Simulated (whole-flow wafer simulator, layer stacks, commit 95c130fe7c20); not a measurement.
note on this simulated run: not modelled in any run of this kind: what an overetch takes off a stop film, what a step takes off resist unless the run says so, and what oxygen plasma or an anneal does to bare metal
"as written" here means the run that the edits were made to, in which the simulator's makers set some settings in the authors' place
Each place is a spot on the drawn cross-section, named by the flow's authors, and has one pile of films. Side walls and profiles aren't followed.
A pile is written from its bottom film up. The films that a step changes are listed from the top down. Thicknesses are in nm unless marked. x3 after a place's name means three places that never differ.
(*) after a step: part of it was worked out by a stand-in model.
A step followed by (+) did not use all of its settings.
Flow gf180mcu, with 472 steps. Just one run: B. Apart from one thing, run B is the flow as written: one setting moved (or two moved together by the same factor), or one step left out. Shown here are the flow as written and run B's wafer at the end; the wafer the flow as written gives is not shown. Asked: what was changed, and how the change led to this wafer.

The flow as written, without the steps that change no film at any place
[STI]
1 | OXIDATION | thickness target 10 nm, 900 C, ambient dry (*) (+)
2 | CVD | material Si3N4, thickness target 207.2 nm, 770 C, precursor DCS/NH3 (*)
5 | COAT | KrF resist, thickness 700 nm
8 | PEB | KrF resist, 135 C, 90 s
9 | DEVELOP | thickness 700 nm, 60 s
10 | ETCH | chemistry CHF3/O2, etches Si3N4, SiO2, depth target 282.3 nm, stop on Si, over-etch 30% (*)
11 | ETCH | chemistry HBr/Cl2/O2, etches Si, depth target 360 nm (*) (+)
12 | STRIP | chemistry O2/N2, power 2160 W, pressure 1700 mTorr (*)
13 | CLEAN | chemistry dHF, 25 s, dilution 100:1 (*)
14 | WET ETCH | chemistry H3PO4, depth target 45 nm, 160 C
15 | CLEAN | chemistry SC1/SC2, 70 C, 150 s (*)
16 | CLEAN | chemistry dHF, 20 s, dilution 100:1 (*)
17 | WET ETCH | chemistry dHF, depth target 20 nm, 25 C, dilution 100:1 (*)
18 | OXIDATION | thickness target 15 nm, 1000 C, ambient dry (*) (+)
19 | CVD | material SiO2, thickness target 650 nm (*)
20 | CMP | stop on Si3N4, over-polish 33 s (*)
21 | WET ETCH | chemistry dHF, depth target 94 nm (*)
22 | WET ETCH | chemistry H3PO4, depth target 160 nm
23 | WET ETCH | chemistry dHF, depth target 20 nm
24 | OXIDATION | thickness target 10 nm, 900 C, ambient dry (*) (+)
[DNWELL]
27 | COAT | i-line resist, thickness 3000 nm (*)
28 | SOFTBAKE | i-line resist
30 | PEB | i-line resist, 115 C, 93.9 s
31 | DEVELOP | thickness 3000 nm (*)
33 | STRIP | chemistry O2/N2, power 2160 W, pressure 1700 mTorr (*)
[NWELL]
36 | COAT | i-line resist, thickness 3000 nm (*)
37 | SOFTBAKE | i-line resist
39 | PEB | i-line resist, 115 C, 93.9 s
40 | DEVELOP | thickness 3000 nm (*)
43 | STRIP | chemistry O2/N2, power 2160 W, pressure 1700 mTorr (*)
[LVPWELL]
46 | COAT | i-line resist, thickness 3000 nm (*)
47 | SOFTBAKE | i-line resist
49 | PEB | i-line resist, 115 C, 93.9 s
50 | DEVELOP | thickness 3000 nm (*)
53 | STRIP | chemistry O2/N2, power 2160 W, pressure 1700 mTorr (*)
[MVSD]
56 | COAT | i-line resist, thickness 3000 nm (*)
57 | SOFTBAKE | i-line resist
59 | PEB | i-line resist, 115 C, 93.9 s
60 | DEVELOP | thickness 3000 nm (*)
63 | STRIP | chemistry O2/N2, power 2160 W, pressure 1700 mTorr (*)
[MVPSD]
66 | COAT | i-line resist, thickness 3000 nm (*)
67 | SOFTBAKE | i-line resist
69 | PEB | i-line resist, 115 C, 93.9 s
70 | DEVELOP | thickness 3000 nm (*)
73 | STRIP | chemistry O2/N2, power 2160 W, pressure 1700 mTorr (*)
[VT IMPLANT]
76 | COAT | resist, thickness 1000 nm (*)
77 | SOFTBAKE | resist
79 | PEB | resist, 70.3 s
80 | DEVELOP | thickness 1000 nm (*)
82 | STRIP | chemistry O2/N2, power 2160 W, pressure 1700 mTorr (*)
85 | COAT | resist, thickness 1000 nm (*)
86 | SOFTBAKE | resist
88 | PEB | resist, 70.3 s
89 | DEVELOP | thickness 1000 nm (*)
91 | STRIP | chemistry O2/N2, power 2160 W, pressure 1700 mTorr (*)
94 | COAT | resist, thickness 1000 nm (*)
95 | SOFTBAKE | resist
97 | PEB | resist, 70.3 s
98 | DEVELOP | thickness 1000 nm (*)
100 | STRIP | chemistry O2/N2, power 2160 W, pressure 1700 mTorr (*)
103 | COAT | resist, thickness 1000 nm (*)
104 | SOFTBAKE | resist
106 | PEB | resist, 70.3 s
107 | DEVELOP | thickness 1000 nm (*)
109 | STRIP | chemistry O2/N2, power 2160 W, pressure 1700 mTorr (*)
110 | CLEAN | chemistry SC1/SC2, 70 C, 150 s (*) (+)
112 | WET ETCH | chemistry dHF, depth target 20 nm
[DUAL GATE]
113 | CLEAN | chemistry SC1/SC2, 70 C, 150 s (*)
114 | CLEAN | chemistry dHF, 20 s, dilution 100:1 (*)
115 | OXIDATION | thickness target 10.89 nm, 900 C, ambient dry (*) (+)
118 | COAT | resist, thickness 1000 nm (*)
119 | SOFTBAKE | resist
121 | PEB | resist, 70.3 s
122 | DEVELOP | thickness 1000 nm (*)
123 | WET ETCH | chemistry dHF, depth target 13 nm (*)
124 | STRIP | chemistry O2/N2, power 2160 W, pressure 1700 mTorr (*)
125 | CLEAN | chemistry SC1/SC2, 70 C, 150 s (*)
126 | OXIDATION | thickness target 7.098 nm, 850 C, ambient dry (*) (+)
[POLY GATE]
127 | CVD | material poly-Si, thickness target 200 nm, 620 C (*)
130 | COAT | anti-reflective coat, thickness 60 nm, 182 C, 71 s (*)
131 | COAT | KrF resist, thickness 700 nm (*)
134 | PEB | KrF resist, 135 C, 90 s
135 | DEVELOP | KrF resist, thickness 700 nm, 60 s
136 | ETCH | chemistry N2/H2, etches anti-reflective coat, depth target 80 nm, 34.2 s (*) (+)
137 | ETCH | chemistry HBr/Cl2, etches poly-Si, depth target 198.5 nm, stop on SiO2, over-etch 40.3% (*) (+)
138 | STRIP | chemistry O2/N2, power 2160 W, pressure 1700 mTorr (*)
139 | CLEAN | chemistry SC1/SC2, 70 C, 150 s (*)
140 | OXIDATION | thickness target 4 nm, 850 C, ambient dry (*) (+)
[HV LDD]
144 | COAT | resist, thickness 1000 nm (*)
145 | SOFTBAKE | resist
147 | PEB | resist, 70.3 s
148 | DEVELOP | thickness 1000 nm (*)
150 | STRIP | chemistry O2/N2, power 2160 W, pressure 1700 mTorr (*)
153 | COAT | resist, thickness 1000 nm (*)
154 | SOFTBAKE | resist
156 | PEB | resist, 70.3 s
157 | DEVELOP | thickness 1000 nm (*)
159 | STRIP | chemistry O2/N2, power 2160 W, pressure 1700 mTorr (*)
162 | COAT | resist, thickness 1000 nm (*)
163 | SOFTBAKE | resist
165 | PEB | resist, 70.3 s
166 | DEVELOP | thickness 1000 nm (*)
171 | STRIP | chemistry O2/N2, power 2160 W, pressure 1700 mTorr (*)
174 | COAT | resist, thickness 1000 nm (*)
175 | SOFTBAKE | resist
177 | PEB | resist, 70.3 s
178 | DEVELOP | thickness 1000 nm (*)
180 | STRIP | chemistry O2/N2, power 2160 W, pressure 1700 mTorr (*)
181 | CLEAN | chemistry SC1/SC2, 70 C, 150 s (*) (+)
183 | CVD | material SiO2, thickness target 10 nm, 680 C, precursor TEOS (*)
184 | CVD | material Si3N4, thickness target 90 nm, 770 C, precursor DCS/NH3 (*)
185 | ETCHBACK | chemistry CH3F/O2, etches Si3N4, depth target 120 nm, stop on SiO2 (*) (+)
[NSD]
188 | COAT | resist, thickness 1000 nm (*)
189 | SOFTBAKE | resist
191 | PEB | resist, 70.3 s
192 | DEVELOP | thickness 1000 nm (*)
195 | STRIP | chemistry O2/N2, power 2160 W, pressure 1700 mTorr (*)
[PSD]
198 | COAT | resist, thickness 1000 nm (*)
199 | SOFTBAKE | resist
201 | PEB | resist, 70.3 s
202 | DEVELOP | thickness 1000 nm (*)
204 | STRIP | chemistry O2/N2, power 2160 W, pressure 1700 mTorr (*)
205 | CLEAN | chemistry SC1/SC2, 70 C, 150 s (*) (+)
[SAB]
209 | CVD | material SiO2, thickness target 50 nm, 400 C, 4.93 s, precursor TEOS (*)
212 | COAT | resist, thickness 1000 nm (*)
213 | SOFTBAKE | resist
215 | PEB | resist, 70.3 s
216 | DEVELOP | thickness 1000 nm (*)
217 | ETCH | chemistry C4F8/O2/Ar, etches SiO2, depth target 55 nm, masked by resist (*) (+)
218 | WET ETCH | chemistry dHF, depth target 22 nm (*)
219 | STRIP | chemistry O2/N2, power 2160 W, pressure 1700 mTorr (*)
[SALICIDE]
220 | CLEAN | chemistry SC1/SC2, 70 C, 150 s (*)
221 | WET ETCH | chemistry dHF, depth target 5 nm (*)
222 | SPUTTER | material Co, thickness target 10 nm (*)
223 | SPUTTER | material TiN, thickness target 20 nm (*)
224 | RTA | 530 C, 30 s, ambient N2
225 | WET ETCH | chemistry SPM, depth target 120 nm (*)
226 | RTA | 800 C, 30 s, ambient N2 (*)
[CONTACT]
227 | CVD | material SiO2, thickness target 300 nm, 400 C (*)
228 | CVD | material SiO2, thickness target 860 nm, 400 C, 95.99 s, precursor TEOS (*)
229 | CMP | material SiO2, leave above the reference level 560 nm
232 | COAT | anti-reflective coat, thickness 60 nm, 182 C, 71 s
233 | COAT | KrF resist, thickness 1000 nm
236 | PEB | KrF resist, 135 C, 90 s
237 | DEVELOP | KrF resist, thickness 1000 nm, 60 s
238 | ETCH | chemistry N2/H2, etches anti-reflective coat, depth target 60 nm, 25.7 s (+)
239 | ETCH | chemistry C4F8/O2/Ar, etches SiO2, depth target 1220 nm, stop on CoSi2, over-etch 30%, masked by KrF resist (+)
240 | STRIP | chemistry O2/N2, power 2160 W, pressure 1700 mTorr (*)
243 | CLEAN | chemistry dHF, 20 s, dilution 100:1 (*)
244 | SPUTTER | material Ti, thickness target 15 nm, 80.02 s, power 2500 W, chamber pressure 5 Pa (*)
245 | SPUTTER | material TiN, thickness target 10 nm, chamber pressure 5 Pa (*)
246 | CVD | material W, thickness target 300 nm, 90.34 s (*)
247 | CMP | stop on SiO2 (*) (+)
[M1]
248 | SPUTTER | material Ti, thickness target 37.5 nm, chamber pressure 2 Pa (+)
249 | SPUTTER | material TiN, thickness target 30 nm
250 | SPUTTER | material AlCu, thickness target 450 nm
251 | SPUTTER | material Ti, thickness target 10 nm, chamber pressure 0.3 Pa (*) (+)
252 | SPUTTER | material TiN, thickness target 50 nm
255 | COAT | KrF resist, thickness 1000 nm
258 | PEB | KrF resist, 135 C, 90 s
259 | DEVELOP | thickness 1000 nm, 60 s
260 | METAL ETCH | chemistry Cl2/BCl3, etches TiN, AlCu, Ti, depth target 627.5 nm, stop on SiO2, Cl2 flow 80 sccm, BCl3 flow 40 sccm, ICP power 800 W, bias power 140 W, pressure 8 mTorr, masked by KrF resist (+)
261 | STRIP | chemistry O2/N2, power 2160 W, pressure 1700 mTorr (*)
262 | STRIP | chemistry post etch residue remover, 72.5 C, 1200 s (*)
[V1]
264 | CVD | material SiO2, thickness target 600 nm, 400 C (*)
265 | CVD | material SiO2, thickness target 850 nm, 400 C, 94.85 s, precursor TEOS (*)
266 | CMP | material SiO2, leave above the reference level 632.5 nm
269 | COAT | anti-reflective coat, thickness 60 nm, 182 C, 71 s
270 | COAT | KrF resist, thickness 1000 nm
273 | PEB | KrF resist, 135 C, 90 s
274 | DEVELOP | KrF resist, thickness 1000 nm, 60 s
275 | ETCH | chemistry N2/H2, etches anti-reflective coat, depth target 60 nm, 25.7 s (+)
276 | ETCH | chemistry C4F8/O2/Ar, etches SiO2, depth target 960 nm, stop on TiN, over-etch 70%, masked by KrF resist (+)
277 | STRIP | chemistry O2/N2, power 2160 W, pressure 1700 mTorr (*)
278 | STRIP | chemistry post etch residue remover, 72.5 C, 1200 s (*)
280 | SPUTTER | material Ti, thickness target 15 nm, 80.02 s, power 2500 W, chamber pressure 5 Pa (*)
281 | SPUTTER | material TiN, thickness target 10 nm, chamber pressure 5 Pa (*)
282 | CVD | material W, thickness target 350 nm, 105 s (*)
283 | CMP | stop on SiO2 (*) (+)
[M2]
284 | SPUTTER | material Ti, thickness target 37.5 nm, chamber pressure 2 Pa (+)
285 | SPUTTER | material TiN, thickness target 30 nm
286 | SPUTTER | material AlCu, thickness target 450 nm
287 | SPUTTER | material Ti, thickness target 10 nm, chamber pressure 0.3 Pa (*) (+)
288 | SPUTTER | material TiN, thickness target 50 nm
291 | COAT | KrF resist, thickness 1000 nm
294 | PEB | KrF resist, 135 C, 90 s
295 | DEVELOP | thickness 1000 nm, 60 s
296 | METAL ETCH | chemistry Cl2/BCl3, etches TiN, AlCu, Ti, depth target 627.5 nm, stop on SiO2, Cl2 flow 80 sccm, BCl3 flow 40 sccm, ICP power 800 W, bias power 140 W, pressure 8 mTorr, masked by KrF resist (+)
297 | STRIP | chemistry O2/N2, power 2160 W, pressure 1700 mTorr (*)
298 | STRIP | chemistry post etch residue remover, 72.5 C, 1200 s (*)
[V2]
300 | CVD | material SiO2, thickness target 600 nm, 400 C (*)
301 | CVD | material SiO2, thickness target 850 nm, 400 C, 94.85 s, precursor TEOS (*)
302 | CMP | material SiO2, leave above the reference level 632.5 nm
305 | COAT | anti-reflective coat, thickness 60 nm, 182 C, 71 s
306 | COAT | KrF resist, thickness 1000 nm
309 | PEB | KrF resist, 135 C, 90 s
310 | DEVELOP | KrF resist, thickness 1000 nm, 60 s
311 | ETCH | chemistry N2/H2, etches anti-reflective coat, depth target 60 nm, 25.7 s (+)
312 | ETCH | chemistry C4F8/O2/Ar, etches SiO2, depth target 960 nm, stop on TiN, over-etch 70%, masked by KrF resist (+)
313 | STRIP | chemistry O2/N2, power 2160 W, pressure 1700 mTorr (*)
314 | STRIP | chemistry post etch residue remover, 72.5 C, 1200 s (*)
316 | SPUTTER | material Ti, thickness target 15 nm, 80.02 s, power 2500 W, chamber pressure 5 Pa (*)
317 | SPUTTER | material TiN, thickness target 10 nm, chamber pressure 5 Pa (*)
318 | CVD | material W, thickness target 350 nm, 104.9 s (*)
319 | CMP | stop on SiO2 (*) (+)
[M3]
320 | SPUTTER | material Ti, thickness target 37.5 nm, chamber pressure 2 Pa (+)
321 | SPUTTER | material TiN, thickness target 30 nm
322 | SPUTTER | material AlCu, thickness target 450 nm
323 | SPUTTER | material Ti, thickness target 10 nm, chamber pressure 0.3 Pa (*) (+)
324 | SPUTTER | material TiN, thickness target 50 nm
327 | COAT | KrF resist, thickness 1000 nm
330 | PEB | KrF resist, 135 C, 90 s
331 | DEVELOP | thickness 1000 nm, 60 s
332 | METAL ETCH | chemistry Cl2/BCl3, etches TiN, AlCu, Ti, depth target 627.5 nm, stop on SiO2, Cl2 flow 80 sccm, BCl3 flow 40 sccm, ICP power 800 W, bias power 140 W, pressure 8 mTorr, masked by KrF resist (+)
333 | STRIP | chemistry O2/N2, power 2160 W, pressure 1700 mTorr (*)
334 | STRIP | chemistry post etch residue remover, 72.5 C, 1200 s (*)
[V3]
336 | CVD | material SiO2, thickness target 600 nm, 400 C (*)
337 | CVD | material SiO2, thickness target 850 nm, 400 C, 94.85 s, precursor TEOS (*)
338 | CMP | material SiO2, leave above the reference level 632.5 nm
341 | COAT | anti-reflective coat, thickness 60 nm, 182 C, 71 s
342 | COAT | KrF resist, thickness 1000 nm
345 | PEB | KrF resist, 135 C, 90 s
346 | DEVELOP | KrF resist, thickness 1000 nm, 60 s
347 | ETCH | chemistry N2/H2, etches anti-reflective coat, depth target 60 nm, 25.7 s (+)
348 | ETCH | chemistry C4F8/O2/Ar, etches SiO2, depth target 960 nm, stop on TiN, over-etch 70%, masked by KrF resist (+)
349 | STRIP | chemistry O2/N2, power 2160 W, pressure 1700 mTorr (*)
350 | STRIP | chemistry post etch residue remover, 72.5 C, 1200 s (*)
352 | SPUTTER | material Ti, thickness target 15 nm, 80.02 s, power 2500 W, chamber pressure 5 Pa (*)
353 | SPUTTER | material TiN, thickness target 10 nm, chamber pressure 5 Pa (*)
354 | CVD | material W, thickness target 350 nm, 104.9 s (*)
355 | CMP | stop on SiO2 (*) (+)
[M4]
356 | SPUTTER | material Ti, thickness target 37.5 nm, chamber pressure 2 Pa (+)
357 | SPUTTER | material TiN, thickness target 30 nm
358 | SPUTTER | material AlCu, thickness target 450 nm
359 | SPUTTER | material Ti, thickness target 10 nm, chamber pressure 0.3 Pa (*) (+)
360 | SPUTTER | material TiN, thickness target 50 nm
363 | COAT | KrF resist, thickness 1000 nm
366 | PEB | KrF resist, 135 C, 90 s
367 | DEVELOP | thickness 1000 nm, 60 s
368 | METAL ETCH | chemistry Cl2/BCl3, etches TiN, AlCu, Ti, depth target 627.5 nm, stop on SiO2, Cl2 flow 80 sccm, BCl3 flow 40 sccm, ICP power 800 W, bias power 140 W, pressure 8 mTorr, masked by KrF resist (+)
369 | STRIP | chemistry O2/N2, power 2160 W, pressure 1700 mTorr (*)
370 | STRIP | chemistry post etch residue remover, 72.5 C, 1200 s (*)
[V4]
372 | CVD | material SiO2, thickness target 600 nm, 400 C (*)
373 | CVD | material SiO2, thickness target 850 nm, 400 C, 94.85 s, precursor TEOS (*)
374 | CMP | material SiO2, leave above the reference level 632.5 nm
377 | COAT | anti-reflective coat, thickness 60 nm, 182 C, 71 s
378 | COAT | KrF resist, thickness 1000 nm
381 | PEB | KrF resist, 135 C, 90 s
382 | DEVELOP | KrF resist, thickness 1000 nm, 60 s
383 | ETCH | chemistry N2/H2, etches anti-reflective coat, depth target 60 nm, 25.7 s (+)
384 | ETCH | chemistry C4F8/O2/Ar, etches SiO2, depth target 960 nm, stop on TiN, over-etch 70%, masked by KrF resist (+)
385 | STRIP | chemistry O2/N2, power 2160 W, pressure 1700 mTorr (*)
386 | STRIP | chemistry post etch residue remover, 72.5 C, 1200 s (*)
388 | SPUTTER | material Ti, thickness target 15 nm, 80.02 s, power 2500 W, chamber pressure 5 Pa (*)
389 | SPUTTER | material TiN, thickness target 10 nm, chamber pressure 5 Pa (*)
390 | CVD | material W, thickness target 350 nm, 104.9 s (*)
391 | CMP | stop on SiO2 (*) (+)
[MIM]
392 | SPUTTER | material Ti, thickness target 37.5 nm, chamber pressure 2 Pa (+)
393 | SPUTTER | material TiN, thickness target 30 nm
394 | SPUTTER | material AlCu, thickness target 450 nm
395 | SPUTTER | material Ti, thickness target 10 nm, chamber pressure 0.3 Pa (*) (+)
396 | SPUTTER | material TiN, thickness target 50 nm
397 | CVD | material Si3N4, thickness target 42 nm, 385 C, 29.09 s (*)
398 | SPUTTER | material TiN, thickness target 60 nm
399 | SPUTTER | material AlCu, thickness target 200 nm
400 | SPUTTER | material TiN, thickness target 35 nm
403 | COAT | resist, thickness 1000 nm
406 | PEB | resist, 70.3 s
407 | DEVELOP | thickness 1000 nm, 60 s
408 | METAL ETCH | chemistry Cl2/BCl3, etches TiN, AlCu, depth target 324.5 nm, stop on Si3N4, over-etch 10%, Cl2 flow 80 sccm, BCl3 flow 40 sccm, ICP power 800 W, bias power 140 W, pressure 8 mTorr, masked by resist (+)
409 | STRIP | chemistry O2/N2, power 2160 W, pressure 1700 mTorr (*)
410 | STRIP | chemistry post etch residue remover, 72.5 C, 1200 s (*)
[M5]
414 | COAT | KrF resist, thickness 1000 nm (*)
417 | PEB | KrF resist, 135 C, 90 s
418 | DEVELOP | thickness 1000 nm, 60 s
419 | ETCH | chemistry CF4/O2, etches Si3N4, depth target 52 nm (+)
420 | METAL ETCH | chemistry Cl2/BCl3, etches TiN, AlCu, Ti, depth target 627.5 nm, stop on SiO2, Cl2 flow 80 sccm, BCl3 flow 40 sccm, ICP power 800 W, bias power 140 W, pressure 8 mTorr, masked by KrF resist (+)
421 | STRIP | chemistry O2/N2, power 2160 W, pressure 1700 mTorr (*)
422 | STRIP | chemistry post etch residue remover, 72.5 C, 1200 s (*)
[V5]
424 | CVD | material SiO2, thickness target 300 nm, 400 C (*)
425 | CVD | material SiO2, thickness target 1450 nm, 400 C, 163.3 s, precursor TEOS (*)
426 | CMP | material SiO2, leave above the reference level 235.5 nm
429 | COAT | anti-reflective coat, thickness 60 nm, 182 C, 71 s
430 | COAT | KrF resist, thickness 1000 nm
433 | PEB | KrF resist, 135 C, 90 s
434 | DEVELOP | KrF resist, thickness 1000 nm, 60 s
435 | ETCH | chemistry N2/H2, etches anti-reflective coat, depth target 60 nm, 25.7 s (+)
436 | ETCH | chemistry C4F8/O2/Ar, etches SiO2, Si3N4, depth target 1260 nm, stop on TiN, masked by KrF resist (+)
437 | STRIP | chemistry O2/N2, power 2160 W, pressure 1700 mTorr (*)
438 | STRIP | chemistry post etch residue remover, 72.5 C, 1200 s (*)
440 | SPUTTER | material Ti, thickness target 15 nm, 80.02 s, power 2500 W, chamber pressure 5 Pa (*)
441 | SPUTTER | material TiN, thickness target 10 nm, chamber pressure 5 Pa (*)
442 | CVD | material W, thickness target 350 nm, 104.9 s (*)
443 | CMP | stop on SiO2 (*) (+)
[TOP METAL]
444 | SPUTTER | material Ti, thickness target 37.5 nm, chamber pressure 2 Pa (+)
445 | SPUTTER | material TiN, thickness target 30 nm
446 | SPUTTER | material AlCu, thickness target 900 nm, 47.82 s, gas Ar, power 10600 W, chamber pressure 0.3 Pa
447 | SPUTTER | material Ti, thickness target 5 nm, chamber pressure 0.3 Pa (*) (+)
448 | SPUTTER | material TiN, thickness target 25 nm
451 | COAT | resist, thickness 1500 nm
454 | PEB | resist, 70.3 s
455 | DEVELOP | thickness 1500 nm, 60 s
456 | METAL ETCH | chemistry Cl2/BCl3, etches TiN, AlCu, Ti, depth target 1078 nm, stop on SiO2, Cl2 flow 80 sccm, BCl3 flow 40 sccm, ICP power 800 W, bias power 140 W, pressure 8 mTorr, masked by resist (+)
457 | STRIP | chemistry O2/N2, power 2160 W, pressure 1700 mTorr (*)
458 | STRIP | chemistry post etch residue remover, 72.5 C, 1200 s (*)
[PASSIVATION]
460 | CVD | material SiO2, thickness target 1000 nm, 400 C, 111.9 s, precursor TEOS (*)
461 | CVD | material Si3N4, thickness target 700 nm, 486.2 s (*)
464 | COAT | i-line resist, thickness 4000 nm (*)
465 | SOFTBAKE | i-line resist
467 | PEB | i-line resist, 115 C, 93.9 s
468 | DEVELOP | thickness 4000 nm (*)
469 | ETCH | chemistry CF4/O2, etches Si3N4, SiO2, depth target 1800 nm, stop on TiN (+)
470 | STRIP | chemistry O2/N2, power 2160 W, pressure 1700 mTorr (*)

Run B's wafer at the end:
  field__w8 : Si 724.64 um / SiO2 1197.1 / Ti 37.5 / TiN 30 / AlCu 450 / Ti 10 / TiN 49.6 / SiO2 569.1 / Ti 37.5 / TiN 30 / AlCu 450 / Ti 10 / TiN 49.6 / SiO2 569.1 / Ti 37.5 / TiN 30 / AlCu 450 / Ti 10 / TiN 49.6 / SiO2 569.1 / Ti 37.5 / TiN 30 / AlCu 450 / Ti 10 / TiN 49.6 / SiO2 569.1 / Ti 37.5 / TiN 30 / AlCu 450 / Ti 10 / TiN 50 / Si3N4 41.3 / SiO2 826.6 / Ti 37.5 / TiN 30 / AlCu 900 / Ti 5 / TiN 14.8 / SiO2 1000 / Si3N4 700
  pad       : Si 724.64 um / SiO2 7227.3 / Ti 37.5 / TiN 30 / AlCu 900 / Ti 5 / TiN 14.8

Cause: step 448, SPUTTER: thickness target 15.2 nm was run, though the flow has thickness target 25 nm.

Step by step, how the change led to this:
  448 | SPUTTER | material TiN, thickness target 25 nm
      field, field__w1, field__w2 and 109 more: +15.2 TiN (new film) (as written it would have been: +25 TiN (new film))
  456 | METAL ETCH | chemistry Cl2/BCl3, etches TiN, AlCu, Ti, depth target 1078 nm, stop on SiO2, Cl2 flow 80 sccm, BCl3 flow 40 sccm, ICP power 800 W, bias power 140 W, pressure 8 mTorr, masked by resist (+)
      field, field__w1, field__w2 and 103 more: -15.2 TiN (all of it), -5 Ti (all of it), -900 AlCu (all of it), -30 TiN (all of it), -37.5 Ti (all of it) (as written it would have been: -25 TiN (all of it), -5 Ti (all of it), -900 AlCu (all of it), -30 TiN (all of it), -37.5 Ti (all of it))
